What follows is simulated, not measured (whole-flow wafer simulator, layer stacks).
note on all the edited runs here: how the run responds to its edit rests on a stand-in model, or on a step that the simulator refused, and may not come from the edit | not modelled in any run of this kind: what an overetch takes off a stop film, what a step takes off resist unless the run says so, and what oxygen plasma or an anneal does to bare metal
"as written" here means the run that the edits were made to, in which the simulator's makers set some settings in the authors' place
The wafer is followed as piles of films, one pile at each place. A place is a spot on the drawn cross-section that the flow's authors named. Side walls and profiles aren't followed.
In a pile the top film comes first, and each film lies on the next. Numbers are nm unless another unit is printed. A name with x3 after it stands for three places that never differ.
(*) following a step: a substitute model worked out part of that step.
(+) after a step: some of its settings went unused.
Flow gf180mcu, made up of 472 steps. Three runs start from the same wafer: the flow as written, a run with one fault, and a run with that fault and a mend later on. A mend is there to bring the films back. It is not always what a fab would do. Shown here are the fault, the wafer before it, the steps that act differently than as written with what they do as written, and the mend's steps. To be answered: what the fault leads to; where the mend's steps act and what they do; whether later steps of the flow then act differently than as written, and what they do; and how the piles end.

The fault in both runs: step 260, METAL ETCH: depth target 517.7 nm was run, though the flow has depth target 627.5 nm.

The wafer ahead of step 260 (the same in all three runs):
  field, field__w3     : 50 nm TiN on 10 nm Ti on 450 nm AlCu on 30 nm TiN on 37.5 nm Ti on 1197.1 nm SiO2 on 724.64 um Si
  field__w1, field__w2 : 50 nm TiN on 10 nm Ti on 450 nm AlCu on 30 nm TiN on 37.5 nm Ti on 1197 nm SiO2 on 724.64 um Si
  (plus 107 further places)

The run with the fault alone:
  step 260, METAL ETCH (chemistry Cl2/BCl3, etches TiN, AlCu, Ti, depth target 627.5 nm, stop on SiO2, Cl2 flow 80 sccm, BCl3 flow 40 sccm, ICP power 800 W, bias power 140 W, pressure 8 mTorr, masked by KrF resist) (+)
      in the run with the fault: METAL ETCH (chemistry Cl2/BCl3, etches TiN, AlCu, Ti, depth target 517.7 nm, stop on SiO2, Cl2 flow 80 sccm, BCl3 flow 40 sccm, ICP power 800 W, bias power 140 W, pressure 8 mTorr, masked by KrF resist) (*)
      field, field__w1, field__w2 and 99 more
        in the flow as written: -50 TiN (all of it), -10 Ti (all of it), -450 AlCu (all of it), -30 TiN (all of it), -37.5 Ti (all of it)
        in the run with the fault: -50 TiN (all of it), -10 Ti (all of it), -450 AlCu (all of it), -7.7 TiN
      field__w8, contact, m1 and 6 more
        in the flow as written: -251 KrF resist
        in the run with the fault: -207.1 KrF resist
  Steps further on in the flow that do not act as written (not shown: 1 more step that differs only slightly, by at most 2% or 0.5 nm, whichever is larger):
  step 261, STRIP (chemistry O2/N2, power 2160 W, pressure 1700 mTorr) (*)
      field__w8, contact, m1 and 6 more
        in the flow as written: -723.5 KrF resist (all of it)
        in the run with the fault: -767.4 KrF resist (all of it)
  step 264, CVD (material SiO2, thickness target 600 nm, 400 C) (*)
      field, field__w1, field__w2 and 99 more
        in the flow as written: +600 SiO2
        in the run with the fault: +600 SiO2 (new film)
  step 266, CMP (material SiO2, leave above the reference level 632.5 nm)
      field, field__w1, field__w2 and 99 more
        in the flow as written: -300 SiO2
        in the run with the fault: -359.4 SiO2
  By the end, the piles at field, field__w1, field__w2 and 100 more depart from the flow's by more than 2% or 0.5 nm, whichever is larger.
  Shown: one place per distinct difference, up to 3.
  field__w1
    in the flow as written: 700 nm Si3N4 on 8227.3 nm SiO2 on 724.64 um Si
    in the run with the fault: 700 nm Si3N4 on 6970.9 nm SiO2 on 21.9 nm TiN on 37.5 nm Ti on 1197 nm SiO2 on 724.64 um Si
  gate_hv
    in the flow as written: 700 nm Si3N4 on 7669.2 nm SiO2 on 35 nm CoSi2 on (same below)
    in the run with the fault: 700 nm Si3N4 on 6970.9 nm SiO2 on 21.9 nm TiN on 37.5 nm Ti on 638.9 nm SiO2 on 35 nm CoSi2 on (same below)
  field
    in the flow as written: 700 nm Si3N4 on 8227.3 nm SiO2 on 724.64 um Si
    in the run with the fault: 700 nm Si3N4 on 6970.9 nm SiO2 on 21.9 nm TiN on 37.5 nm Ti on 1197.1 nm SiO2 on 724.64 um Si

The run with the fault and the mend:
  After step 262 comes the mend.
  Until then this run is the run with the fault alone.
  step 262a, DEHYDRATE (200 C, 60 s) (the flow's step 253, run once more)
      alters no film at any place that is followed
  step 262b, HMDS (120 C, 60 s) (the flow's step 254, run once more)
      alters no film at any place that is followed
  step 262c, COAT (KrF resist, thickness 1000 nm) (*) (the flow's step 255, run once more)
      iso_ptap_pw, iso_ntap_nw, iso_nw_fld and 33 more
        +1000 KrF resist (new film)
      field__w7, field__w11, field__w13 and 9 more
        +1003.4 KrF resist (new film)
      field_sub, field_sub__w1, field_sub__w2 and 6 more
        +1002.9 KrF resist (new film)
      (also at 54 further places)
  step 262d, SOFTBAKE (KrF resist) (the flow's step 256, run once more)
      alters no film at any place that is followed
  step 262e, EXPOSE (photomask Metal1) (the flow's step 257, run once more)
      alters no film at any place that is followed
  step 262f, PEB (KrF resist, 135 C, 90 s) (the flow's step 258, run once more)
      field__w1, field__w2, field__w3 and 55 more
        -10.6 KrF resist
      iso_ptap_pw, iso_ntap_nw, iso_nw_fld and 33 more
        -10.5 KrF resist
      gate_hv, sd_p, nw_enc_fld_lv__w3
        -10.7 KrF resist
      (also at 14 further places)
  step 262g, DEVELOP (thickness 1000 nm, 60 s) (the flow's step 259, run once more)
      iso_ptap_pw, iso_ntap_nw, iso_nw_fld and 33 more
        -989.5 KrF resist (all of it)
      field__w7, field__w11, field__w13 and 9 more
        -992.8 KrF resist (all of it)
      field_sub__w2, field_sub__w3, field_sub__w4 and 7 more
        -992.4 KrF resist (all of it)
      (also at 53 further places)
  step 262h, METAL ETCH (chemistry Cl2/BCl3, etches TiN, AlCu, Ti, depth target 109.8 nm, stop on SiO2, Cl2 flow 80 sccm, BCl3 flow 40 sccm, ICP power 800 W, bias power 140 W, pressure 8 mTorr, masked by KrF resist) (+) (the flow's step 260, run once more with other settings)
      field, field__w1, field__w2 and 99 more
        -21.9 TiN (all of it), -37.5 Ti (all of it)
      field__w8, contact, m1 and 6 more
        -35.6 KrF resist
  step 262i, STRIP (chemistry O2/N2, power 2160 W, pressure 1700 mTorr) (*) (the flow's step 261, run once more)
      field__w8
        -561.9 KrF resist (all of it)
      contact
        -559.8 KrF resist (all of it)
      m1
        -563 KrF resist (all of it)
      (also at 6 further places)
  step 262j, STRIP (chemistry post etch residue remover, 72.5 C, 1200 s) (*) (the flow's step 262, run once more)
      field__w8, contact, m1 and 6 more
        -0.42 TiN
  None of the later steps of the flow differs from how it acts as written, at any place that is followed, by more than 2% or 0.5 nm, whichever is larger.
  When the end is reached, the piles differ only a little from the flow's at the places that both follow, at most by 2% or 0.5 nm, whichever is larger.
